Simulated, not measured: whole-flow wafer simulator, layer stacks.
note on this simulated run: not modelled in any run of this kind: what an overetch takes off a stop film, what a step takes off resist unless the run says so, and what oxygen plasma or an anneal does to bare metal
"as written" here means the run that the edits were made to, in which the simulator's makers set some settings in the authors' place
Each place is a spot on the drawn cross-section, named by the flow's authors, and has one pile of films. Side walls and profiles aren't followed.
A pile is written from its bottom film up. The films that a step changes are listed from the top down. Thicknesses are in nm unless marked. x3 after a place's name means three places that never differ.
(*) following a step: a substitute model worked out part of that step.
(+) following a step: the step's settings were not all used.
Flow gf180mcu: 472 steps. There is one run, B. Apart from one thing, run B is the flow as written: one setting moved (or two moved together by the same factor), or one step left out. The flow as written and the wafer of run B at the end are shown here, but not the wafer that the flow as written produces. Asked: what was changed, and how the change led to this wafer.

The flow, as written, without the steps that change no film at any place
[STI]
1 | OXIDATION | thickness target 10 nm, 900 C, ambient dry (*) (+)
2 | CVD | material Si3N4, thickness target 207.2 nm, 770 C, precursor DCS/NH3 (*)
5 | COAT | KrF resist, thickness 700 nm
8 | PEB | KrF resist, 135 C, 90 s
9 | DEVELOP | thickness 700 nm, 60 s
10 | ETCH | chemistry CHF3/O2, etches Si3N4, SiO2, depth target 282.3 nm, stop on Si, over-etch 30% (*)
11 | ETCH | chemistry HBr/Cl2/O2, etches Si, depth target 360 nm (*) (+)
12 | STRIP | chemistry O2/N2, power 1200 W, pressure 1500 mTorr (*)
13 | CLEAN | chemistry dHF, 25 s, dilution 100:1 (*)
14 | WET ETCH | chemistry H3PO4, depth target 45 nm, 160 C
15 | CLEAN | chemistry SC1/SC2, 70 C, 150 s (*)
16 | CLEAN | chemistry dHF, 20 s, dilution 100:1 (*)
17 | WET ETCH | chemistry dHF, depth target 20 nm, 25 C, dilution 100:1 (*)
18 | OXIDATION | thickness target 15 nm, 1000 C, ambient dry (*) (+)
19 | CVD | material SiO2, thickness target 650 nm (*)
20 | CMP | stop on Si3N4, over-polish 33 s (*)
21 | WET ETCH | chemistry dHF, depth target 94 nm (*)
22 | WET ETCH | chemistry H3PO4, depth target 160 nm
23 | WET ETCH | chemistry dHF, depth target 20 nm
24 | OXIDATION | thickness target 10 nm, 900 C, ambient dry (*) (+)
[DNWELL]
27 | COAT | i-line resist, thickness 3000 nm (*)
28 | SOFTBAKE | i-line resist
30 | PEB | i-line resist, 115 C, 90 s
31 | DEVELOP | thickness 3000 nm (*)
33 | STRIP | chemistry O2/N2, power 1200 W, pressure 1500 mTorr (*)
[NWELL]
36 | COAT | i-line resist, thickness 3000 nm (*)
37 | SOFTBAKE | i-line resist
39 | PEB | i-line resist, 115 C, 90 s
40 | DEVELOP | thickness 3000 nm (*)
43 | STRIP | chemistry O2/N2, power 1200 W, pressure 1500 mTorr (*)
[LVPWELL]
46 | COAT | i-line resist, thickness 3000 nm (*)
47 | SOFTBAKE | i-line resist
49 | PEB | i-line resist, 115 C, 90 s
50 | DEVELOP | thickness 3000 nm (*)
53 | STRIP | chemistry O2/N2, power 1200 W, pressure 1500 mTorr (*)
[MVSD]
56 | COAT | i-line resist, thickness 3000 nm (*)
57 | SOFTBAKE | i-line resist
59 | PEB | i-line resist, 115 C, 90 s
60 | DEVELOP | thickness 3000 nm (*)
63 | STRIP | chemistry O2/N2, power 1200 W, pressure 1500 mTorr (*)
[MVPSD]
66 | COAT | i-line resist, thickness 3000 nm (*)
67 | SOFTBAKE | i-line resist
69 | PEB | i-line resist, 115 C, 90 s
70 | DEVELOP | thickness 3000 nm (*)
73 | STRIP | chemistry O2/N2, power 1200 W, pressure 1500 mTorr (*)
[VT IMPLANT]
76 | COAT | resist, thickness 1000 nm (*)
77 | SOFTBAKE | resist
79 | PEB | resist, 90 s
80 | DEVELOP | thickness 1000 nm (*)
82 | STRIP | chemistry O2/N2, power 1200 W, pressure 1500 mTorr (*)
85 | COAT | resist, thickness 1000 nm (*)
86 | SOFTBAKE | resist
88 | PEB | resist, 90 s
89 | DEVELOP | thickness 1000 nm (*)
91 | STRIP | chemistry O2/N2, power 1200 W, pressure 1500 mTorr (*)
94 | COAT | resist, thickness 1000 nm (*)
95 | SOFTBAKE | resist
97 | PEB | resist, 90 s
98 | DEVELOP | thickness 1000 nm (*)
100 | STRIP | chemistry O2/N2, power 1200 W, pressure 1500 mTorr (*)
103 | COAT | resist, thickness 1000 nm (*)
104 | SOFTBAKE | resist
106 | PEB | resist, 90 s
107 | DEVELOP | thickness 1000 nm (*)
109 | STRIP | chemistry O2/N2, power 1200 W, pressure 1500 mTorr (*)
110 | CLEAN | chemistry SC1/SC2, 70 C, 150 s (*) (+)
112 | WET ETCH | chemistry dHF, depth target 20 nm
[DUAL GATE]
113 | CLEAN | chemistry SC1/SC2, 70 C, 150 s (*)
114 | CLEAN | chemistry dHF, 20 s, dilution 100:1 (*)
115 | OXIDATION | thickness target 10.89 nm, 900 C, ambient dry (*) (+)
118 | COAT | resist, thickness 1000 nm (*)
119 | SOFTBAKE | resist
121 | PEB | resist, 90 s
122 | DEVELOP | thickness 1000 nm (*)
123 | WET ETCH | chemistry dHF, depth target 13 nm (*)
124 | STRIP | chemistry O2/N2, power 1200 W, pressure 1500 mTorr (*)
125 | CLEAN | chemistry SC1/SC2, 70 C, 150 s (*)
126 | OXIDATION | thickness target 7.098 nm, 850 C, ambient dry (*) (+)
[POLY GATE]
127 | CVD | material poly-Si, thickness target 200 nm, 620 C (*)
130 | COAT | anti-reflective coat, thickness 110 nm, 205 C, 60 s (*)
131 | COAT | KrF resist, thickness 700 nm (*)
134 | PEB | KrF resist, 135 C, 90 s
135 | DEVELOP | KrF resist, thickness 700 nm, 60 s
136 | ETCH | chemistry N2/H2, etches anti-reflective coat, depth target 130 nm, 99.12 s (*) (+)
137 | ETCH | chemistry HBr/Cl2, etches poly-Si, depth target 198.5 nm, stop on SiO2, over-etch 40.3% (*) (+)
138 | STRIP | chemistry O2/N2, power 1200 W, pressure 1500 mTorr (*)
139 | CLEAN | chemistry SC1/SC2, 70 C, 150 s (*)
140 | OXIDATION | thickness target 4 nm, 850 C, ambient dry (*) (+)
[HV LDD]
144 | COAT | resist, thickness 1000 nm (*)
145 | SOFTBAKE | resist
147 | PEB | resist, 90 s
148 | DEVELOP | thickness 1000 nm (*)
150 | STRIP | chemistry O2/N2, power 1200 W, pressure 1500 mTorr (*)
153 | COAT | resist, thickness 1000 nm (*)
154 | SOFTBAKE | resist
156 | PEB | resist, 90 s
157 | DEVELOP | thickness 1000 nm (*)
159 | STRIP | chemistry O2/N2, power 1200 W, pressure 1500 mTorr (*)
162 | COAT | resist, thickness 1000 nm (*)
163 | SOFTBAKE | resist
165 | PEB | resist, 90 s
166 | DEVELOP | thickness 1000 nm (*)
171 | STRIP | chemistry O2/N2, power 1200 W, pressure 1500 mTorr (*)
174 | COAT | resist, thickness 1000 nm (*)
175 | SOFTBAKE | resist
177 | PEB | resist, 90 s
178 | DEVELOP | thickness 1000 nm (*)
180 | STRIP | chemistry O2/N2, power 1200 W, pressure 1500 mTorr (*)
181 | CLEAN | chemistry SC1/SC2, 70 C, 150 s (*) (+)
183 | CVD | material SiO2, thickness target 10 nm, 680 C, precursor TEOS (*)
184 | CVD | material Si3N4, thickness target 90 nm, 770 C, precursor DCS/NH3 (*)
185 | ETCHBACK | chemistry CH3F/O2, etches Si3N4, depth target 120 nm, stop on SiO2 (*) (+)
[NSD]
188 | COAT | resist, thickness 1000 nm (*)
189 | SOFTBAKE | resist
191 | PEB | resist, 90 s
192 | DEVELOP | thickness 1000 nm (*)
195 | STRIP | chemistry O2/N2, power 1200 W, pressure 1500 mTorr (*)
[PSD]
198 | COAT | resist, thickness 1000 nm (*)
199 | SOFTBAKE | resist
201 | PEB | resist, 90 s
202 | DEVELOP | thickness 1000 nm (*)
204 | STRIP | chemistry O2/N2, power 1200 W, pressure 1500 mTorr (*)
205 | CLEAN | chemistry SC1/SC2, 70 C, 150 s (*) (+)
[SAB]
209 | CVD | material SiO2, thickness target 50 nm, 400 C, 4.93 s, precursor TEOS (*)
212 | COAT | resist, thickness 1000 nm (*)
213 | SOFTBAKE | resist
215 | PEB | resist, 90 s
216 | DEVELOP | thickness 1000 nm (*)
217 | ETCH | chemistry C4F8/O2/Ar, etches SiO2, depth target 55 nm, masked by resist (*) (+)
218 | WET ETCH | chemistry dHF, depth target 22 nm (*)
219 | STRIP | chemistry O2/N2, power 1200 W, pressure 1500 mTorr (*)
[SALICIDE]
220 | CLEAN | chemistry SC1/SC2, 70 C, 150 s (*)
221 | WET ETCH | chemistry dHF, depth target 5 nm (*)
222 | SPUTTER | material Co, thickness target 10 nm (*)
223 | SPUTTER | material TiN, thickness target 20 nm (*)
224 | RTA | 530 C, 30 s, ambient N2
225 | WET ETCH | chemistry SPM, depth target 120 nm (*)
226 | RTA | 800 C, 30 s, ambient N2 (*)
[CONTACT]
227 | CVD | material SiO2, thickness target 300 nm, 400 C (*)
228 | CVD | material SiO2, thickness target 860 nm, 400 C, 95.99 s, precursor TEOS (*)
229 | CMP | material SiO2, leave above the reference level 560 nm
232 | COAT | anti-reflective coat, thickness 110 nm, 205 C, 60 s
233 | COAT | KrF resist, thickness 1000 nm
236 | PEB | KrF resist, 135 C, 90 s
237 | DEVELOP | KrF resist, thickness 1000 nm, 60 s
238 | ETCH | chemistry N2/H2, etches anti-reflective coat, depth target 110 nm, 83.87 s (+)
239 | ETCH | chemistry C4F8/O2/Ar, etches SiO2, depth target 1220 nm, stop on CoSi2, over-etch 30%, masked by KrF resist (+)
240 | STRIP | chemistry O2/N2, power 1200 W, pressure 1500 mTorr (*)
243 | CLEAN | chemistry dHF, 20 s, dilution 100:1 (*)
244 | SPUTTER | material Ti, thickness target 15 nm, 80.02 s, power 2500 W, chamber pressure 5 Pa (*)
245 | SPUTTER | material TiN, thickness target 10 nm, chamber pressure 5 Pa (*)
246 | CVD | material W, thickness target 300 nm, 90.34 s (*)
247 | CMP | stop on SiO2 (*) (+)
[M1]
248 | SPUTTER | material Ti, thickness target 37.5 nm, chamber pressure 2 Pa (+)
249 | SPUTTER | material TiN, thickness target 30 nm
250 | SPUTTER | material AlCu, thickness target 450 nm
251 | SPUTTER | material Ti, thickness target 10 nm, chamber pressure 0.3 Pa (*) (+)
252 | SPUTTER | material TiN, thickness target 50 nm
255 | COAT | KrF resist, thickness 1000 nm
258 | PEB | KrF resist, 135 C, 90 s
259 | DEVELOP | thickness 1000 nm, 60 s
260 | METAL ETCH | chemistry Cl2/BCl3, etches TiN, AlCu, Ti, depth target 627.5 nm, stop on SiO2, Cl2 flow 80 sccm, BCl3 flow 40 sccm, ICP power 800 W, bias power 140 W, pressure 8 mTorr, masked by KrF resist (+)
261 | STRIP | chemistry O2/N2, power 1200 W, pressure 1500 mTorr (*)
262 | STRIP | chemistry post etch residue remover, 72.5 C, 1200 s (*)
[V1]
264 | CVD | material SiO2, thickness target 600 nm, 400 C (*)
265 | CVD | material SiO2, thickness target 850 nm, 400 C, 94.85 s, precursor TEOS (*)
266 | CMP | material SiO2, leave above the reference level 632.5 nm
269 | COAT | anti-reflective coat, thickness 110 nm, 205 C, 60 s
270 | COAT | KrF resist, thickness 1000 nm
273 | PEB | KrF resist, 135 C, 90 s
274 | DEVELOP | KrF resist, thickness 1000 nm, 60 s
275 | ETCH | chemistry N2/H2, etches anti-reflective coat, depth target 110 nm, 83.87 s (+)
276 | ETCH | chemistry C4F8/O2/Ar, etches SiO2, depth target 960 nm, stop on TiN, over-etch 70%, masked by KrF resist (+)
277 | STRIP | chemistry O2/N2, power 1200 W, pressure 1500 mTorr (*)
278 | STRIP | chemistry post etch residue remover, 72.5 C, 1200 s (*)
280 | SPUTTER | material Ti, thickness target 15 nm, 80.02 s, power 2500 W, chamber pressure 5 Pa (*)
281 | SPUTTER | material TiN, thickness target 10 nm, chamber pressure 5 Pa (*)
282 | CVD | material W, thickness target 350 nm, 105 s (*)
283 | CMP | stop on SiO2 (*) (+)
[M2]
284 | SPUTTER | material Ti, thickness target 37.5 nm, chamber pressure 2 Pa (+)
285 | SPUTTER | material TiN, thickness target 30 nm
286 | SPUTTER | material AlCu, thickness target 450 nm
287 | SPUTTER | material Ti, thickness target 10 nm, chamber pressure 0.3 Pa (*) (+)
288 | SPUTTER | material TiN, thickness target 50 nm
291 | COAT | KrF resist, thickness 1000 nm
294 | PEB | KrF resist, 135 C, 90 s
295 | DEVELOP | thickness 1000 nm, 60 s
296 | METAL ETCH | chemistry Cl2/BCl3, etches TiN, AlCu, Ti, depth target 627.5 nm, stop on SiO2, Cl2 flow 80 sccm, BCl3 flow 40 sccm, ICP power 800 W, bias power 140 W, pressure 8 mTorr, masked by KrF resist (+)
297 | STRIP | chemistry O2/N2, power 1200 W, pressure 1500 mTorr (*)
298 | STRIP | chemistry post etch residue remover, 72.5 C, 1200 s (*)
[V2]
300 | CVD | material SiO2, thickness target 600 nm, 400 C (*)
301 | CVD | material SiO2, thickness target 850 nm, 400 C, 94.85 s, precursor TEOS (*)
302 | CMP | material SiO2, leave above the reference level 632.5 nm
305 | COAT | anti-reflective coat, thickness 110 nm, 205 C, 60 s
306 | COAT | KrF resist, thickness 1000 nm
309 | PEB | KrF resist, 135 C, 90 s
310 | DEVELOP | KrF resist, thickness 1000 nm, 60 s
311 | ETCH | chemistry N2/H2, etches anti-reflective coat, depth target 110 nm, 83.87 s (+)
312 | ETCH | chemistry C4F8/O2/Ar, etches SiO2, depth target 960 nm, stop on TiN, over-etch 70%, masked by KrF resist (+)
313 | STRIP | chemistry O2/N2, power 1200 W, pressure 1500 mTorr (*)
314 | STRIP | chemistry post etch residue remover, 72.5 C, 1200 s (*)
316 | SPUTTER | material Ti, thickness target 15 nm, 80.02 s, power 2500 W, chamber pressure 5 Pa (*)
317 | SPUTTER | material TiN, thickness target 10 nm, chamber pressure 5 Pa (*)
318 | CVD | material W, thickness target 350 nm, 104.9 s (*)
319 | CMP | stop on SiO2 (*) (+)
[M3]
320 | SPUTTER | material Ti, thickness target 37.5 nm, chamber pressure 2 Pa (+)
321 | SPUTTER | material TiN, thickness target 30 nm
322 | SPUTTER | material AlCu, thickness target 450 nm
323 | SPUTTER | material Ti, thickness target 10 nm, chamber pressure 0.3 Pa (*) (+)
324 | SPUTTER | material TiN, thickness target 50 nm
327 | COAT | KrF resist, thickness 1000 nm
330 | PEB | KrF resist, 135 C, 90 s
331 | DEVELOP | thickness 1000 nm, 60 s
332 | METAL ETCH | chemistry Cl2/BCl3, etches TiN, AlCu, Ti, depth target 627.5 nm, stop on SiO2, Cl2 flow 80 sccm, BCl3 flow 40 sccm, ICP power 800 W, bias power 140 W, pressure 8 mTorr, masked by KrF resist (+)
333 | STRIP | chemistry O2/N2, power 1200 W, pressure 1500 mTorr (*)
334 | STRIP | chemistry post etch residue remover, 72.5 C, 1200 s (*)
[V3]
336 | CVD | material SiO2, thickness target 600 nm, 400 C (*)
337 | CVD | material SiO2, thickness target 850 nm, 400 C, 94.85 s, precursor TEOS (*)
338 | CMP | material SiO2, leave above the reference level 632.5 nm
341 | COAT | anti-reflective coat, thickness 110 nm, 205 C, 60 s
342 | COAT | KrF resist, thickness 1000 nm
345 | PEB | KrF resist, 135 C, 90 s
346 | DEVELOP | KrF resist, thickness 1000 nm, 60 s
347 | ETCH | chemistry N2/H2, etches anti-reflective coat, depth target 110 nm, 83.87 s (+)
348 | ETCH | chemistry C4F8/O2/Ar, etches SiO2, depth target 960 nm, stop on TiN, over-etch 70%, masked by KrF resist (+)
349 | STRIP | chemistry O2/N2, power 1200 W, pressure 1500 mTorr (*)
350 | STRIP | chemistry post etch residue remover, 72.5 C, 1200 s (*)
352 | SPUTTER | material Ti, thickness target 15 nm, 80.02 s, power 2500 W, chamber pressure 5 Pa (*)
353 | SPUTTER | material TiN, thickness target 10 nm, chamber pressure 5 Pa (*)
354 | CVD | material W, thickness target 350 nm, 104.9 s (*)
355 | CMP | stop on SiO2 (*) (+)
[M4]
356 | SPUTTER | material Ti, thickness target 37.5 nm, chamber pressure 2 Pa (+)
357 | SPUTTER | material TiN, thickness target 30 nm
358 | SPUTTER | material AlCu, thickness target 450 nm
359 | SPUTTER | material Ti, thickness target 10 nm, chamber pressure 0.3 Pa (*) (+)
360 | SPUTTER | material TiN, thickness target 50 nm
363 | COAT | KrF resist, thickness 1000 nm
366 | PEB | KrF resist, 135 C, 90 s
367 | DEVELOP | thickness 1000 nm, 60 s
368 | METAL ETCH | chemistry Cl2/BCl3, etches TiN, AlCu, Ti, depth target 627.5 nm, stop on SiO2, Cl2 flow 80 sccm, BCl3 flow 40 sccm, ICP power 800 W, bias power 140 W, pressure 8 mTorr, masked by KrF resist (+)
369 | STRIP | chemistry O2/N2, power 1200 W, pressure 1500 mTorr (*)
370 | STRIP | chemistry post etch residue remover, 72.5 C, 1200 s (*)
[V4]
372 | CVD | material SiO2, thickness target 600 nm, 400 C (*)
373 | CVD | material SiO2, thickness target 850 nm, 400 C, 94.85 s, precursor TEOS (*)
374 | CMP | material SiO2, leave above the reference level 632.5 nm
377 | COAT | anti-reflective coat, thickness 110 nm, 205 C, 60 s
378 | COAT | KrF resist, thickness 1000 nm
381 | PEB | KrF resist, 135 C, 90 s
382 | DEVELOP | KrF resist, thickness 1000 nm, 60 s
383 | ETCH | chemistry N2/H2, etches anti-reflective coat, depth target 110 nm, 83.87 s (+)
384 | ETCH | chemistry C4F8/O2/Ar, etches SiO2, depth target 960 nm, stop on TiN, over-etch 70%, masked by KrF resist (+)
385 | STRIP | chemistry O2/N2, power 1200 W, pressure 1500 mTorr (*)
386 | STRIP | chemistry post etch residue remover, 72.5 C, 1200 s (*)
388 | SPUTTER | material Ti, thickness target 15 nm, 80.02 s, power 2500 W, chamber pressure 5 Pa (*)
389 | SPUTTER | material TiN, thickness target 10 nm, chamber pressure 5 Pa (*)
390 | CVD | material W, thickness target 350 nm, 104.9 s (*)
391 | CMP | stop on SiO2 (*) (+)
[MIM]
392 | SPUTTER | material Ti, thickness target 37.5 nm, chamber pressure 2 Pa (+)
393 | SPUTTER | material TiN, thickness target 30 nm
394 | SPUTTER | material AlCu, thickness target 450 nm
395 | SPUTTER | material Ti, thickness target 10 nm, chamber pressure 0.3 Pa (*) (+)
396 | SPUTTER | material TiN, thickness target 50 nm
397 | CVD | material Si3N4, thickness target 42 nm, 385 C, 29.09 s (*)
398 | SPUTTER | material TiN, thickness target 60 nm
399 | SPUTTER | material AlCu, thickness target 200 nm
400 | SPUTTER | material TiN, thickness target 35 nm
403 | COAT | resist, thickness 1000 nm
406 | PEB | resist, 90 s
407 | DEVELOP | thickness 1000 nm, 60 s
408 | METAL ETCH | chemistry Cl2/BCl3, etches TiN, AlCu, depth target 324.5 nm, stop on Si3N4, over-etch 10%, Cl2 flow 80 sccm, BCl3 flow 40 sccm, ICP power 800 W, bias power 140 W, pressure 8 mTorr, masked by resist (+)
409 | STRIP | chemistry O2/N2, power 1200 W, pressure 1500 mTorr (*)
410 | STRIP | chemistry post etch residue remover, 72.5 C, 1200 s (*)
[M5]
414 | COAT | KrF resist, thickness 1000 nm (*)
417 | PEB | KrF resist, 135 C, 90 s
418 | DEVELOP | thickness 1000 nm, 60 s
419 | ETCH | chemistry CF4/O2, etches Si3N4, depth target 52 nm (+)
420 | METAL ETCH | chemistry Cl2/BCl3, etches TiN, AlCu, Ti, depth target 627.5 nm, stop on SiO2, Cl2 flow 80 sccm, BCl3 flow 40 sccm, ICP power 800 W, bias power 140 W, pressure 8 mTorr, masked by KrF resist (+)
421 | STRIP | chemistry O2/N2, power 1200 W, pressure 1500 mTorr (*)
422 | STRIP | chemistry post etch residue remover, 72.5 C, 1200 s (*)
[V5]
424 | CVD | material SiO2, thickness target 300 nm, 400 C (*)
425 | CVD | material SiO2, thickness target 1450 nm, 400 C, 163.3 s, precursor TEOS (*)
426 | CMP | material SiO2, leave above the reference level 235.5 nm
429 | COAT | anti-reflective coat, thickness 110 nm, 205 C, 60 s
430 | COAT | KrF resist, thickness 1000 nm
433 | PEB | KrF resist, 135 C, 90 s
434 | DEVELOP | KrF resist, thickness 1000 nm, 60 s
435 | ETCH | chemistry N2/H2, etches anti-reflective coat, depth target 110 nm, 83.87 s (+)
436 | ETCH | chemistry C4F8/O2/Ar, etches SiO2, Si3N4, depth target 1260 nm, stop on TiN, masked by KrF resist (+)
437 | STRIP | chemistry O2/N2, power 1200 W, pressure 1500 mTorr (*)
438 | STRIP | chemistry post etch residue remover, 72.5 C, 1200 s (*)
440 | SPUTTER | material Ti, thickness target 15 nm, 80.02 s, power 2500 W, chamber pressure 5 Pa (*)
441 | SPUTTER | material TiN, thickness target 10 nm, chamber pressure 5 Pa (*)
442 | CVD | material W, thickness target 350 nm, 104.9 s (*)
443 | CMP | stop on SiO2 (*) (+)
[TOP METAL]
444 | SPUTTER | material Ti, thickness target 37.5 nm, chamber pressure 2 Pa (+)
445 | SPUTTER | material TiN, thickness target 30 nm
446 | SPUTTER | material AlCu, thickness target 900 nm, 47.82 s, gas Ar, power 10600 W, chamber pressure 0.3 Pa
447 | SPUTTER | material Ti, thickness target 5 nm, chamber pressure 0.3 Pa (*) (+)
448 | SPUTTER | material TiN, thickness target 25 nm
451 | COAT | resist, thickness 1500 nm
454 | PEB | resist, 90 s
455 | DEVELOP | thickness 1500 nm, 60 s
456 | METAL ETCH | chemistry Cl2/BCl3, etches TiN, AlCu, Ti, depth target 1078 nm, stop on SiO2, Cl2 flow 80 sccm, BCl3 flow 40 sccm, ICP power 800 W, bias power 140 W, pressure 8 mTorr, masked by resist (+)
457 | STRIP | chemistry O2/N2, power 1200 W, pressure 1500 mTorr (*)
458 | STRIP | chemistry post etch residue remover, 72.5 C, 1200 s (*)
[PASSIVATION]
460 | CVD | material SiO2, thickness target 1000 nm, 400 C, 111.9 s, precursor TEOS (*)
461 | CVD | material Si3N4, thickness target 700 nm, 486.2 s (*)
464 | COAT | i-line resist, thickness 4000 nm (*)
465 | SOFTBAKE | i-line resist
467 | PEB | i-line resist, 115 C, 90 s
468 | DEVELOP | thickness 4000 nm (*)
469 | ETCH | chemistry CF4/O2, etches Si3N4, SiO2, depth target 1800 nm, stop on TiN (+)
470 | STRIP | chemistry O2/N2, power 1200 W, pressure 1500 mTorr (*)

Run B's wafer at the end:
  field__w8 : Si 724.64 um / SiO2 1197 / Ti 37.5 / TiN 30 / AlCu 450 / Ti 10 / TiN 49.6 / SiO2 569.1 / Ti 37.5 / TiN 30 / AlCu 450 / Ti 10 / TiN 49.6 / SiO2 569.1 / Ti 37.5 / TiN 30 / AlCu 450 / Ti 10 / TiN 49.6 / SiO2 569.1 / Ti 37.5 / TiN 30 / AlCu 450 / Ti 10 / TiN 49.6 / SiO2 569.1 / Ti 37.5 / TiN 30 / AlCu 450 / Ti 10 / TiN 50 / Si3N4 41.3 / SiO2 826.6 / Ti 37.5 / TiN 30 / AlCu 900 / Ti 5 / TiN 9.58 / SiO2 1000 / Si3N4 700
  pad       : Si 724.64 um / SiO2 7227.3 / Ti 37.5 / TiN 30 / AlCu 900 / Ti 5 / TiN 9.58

Cause: step 448, SPUTTER: thickness target 10 nm was run, while the flow as written has thickness target 25 nm.

Step by step, how the change led to this:
  448 | SPUTTER | material TiN, thickness target 25 nm
      field, field__w1, field__w2 and 109 more: TiN gains 10 (new film) (in the flow as written it would be: TiN gains 25 (new film))
  456 | METAL ETCH | chemistry Cl2/BCl3, etches TiN, AlCu, Ti, depth target 1078 nm, stop on SiO2, Cl2 flow 80 sccm, BCl3 flow 40 sccm, ICP power 800 W, bias power 140 W, pressure 8 mTorr, masked by resist (+)
      field, field__w1, field__w2 and 103 more: TiN loses 10 (all of it), Ti loses 5 (all of it), AlCu loses 900 (all of it), TiN loses 30 (all of it), Ti loses 37.5 (all of it) (in the flow as written it would be: TiN loses 25 (all of it), Ti loses 5 (all of it), AlCu loses 900 (all of it), TiN loses 30 (all of it), Ti loses 37.5 (all of it))
  465 | SOFTBAKE | i-line resist
      field__w11, nw_enc_fld_lv__w4: i-line resist gains 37 (in the flow as written it would be: i-line resist gains 37.9)
      active_hv, ld_gate_n: i-line resist gains 27.5 (in the flow as written it would be: i-line resist gains 28.2)
      (also at 57 further places)
